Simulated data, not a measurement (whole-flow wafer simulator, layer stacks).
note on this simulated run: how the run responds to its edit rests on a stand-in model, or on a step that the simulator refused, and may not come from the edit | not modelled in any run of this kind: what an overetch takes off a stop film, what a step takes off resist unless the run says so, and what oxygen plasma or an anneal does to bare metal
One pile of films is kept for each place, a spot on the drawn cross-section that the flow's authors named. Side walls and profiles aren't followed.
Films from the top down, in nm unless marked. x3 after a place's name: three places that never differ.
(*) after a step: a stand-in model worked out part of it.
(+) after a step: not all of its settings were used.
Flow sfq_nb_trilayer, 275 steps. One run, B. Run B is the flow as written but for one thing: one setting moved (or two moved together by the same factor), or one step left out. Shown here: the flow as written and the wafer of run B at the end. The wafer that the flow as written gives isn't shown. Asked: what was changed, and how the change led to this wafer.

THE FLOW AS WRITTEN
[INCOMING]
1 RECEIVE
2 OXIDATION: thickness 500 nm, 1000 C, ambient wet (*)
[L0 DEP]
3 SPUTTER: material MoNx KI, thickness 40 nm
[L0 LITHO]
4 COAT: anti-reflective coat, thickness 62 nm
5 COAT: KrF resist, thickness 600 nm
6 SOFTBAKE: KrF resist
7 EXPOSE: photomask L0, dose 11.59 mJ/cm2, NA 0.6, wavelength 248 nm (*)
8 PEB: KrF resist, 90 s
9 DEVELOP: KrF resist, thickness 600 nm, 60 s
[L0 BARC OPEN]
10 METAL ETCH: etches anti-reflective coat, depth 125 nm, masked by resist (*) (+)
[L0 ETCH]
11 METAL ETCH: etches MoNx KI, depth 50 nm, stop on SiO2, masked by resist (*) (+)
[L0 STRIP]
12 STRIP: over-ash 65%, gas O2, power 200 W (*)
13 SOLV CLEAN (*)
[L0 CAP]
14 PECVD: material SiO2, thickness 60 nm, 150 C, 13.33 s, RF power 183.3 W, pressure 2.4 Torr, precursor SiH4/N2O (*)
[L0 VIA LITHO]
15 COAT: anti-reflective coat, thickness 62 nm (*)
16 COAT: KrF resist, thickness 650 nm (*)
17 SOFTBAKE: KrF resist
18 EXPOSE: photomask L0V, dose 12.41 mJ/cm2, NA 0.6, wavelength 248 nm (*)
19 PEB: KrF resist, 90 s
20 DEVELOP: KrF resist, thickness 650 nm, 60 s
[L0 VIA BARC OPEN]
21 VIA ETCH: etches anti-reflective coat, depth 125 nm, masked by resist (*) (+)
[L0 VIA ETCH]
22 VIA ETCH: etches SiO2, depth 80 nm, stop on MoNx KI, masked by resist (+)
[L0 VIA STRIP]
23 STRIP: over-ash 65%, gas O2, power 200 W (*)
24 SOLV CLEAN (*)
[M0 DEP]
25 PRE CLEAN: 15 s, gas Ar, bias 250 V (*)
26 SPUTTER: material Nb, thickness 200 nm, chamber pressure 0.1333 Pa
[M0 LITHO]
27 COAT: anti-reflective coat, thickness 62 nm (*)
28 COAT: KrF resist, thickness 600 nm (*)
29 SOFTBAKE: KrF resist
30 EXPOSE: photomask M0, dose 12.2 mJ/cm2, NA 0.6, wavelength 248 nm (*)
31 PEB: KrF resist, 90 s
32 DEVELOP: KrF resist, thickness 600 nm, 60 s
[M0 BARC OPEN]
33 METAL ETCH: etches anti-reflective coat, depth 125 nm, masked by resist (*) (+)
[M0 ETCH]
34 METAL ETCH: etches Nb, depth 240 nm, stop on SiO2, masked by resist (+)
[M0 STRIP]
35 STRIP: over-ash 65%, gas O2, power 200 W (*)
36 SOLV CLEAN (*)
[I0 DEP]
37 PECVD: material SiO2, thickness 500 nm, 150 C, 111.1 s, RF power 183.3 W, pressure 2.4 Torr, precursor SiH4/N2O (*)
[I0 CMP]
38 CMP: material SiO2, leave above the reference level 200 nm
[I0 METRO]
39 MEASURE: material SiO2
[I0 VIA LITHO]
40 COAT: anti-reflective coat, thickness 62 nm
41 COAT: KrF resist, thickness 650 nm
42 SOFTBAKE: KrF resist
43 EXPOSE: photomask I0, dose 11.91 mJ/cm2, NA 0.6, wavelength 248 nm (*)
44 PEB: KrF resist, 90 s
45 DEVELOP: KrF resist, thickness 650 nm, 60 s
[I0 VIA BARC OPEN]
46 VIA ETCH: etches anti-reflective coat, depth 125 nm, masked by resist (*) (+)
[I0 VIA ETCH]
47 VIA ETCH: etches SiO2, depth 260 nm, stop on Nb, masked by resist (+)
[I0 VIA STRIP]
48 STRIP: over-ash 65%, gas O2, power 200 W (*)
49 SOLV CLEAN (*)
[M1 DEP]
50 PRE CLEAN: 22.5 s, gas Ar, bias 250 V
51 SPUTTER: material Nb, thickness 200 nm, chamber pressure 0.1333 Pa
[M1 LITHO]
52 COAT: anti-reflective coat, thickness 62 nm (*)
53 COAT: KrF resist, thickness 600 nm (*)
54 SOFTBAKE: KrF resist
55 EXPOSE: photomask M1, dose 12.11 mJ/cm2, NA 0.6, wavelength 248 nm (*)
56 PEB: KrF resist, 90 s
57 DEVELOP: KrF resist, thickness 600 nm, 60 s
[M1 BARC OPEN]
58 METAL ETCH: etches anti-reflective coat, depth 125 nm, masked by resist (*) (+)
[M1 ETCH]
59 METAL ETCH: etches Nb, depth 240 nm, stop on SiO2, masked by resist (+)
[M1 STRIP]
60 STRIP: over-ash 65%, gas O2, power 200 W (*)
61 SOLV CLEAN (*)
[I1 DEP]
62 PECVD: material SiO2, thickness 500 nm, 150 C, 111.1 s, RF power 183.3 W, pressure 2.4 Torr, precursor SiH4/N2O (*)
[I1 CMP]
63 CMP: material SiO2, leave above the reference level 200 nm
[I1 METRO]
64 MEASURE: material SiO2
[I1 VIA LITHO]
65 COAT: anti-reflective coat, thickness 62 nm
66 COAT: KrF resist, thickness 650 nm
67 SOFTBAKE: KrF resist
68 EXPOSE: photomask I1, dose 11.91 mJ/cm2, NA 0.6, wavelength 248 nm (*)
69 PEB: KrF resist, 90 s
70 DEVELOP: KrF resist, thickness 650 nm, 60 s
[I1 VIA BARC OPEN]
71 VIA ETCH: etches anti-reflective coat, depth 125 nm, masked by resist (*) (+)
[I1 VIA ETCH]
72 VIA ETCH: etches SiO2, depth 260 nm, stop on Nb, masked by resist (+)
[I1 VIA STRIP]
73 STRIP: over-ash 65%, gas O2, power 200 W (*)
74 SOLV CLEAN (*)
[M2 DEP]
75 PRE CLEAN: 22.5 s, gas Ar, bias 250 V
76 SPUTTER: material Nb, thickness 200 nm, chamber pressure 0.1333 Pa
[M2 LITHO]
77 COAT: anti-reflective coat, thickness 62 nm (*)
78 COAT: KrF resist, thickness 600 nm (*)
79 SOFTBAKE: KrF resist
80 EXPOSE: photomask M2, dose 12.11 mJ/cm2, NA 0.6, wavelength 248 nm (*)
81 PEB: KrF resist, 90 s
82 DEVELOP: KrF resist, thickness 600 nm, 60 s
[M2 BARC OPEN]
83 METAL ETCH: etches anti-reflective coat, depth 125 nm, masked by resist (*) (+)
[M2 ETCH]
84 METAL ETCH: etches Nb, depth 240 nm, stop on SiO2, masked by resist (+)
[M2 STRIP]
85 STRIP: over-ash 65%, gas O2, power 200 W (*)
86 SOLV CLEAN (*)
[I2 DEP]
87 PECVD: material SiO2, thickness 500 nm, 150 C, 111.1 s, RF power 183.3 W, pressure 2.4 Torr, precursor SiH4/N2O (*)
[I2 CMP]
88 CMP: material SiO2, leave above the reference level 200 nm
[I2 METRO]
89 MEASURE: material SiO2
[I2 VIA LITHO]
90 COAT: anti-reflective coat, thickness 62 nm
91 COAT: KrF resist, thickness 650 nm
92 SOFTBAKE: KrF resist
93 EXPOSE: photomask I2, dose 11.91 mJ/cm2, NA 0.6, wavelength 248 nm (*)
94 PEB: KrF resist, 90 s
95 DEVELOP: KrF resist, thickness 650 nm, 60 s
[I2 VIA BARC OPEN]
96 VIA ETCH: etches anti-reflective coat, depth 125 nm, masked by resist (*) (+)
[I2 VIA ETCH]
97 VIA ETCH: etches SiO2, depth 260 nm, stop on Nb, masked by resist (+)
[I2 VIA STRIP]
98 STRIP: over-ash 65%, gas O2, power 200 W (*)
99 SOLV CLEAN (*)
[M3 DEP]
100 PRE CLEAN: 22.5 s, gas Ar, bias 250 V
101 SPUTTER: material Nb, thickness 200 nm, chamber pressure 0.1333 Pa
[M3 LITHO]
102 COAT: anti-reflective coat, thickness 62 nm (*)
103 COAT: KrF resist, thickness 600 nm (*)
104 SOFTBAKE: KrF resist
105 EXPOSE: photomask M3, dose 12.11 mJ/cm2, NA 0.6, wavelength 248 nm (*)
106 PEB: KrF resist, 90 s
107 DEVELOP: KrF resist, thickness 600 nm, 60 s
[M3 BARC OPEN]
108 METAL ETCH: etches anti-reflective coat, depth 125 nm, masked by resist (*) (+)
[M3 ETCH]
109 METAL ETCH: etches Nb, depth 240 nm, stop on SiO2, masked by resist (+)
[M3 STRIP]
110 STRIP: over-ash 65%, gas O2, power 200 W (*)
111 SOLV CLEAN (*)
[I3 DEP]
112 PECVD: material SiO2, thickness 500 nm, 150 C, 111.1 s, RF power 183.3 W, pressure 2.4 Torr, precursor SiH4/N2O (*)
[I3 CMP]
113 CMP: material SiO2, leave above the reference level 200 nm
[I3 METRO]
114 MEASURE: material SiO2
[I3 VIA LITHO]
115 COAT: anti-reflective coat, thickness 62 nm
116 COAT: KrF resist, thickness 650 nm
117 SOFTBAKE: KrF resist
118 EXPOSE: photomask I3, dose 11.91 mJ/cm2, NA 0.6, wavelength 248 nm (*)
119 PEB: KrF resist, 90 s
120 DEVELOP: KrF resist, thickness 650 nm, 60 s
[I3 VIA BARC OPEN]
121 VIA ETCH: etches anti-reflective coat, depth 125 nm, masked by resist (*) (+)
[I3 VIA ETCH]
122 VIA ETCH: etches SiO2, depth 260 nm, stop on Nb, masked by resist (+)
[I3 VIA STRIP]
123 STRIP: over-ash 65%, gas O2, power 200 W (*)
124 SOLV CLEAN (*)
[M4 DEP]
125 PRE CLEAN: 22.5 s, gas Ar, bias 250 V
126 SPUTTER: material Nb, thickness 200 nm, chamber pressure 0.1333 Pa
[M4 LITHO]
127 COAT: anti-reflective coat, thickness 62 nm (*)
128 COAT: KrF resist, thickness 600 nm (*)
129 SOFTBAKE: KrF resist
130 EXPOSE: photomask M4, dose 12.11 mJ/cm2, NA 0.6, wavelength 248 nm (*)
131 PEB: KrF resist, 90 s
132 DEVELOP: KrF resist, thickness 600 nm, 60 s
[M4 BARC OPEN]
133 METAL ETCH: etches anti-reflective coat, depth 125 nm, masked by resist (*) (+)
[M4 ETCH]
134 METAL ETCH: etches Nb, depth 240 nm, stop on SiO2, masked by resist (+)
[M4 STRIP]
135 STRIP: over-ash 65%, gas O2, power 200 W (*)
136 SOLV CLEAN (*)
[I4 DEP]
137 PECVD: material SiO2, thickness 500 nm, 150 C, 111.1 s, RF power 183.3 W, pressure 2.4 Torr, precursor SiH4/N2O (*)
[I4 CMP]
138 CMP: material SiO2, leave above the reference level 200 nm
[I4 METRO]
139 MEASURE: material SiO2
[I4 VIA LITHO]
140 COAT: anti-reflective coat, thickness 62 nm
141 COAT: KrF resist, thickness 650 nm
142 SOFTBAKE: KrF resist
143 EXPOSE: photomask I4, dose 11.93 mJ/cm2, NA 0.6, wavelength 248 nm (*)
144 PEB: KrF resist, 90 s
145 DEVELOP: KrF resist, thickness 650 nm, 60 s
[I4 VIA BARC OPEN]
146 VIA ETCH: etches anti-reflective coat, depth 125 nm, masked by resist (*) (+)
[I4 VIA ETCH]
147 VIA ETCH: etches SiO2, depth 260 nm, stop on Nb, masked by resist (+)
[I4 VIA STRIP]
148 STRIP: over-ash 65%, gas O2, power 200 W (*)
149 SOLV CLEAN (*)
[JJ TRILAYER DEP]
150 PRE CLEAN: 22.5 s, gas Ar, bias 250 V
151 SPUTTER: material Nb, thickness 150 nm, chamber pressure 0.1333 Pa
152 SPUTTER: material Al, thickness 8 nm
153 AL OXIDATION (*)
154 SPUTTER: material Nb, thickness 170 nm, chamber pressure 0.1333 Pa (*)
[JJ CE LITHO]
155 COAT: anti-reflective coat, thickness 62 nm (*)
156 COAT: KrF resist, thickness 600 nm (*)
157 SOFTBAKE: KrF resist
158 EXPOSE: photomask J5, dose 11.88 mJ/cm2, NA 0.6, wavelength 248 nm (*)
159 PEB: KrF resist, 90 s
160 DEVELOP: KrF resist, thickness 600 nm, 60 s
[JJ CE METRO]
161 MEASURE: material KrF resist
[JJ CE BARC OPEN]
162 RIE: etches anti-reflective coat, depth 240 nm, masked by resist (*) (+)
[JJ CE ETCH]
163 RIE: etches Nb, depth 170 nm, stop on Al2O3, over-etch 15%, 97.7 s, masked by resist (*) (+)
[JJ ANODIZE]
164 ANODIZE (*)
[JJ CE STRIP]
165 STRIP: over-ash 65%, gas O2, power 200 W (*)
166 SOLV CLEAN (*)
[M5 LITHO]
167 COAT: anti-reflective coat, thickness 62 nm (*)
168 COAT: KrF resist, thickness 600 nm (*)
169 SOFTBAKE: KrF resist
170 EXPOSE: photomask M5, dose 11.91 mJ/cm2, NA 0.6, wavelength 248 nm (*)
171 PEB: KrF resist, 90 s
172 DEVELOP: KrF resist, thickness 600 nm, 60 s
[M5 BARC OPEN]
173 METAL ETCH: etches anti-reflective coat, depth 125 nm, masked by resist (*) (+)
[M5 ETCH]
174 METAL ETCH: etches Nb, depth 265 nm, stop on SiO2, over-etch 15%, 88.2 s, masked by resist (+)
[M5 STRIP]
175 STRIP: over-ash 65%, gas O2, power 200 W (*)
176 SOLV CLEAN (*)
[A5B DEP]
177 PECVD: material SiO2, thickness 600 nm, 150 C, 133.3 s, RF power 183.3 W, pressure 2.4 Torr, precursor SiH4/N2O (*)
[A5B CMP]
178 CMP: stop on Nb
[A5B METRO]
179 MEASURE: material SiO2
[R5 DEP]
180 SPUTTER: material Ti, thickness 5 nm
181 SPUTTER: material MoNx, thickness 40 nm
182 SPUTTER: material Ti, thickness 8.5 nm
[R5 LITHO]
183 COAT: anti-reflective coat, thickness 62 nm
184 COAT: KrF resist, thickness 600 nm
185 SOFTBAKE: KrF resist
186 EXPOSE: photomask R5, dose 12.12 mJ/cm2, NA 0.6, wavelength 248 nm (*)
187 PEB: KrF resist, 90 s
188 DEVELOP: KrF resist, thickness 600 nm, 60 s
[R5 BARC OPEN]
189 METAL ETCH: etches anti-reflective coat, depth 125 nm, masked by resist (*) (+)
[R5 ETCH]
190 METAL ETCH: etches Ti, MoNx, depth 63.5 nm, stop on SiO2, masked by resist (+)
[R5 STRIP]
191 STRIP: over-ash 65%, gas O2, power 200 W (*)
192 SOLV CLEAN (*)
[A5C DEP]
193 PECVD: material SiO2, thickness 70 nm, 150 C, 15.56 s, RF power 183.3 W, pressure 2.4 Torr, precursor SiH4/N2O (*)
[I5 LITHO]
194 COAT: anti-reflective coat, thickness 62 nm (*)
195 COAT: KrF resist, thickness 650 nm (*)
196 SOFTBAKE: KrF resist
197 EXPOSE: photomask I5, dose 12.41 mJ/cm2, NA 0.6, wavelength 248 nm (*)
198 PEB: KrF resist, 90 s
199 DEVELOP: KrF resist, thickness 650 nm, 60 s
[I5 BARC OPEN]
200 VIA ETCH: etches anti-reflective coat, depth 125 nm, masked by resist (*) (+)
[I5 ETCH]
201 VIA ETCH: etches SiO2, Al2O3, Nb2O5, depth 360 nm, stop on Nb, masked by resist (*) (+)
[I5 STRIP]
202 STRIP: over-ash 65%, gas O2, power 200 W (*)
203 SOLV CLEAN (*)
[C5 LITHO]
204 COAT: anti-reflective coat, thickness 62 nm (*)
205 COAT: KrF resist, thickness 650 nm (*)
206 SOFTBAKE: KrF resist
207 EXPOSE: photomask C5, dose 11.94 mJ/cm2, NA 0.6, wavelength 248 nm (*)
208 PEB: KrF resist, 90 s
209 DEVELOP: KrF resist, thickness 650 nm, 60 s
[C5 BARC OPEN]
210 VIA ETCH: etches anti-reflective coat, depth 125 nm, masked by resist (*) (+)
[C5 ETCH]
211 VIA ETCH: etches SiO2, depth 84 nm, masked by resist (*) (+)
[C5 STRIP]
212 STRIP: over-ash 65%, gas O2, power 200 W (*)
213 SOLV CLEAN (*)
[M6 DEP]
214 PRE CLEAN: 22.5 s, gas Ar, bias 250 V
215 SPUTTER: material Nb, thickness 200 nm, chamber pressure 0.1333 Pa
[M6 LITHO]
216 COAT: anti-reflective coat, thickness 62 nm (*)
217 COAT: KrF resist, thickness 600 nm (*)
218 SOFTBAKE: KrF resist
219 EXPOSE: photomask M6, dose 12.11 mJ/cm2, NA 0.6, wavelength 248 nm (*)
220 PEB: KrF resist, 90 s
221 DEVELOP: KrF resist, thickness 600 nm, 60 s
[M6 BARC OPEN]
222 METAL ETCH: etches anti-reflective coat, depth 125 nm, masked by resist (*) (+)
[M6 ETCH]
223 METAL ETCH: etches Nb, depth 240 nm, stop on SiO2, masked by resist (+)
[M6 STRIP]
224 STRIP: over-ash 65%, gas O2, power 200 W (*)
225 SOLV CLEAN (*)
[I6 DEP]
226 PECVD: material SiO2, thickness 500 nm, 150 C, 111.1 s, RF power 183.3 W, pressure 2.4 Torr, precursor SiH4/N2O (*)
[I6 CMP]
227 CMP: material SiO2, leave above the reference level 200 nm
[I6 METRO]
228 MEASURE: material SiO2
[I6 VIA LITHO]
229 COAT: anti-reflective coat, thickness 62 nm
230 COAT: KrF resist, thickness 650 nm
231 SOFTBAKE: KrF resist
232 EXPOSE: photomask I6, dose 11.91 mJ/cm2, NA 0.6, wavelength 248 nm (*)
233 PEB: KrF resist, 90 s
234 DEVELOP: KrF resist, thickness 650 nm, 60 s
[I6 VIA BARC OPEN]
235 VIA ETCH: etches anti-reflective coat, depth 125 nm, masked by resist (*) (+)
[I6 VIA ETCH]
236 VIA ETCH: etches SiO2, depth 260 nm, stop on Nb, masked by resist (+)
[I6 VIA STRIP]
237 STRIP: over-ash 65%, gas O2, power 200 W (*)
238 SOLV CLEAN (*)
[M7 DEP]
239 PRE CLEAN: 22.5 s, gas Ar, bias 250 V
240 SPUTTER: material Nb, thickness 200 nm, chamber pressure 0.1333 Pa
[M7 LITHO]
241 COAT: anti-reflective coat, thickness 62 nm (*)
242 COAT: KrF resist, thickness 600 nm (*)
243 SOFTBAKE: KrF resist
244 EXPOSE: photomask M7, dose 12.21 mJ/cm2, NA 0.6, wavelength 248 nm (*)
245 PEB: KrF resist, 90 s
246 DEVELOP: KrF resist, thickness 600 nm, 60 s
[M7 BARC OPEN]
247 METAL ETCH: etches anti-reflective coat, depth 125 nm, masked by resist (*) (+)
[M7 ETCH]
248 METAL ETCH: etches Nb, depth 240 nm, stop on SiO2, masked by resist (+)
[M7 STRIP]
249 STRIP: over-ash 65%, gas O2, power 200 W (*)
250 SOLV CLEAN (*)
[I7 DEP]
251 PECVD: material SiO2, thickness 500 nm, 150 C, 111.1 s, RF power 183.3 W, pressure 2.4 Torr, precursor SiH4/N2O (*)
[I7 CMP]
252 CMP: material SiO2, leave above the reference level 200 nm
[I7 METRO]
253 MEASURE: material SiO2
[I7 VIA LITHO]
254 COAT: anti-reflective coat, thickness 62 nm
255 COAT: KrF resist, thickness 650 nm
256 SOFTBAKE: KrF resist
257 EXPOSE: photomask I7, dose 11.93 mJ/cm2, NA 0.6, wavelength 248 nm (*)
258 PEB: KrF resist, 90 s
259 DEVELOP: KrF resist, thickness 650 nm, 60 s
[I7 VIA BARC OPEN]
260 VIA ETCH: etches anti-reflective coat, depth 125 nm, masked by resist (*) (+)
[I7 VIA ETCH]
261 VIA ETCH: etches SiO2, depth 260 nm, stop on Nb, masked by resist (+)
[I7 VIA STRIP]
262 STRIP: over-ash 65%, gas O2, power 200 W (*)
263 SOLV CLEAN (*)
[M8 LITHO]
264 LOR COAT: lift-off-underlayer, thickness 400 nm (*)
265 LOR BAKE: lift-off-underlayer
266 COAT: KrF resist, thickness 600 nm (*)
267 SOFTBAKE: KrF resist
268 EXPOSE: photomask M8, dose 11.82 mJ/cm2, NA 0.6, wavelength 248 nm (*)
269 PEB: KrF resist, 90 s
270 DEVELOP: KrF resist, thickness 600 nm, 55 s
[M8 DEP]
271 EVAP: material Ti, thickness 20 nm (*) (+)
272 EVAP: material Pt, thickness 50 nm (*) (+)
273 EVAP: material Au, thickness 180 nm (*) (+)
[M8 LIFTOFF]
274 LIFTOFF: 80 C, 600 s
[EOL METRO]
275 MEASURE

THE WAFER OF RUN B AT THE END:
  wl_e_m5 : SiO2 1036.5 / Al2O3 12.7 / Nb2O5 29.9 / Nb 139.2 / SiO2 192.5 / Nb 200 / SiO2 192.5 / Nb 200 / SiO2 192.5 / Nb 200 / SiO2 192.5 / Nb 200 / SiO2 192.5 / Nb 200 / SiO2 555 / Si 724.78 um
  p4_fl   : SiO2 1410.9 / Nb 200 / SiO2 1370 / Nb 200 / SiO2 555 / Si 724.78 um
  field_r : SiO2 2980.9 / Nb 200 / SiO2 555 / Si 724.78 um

The cause: step 215, SPUTTER: thickness 235 nm was run, where the flow has thickness 200 nm.

How the change led to this, step by step:
  215 SPUTTER: material Nb, thickness 200 nm, chamber pressure 0.1333 Pa
      field_l, v_sur, via_wl and 100 more: Nb +235 (new film) (as written it would be: Nb +200 (new film))
      be: Nb +172.7 (as written it would be: Nb +147.3)
      (and at 2 more places)
  216 COAT: anti-reflective coat, thickness 62 nm (*)
      be: anti-reflective coat +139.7 (new film) (as written it would be: anti-reflective coat +136.7 (new film))
  223 METAL ETCH: etches Nb, depth 240 nm, stop on SiO2, masked by resist (+)
      field_l, gap, moat and 76 more: Nb -235 (all of it) (as written it would be: Nb -200 (all of it))
  224 STRIP: over-ash 65%, gas O2, power 200 W (*)
      be: KrF resist -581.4 (all of it), anti-reflective coat -139.7 (all of it) (as written it would be: KrF resist -575.8 (all of it), anti-reflective coat -136.7 (all of it))
  226 PECVD: material SiO2, thickness 500 nm, 150 C, 111.1 s, RF power 183.3 W, pressure 2.4 Torr, precursor SiH4/N2O (*)
      gap, wl_a_sl, m6r_space_l, m6r_space_r: SiO2 +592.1 (as written it would be: SiO2 +557.1)
  227 CMP: material SiO2, leave above the reference level 200 nm
      field_l, p4_fl, p4_fm and 59 more: SiO2 -65 (as written it would be: SiO2 -100)
      moat, field_r, lsp_l, ln_m5, lsp_m: SiO2 -57.5 (as written it would be: SiO2 -93.6)
      (and at 8 more places)
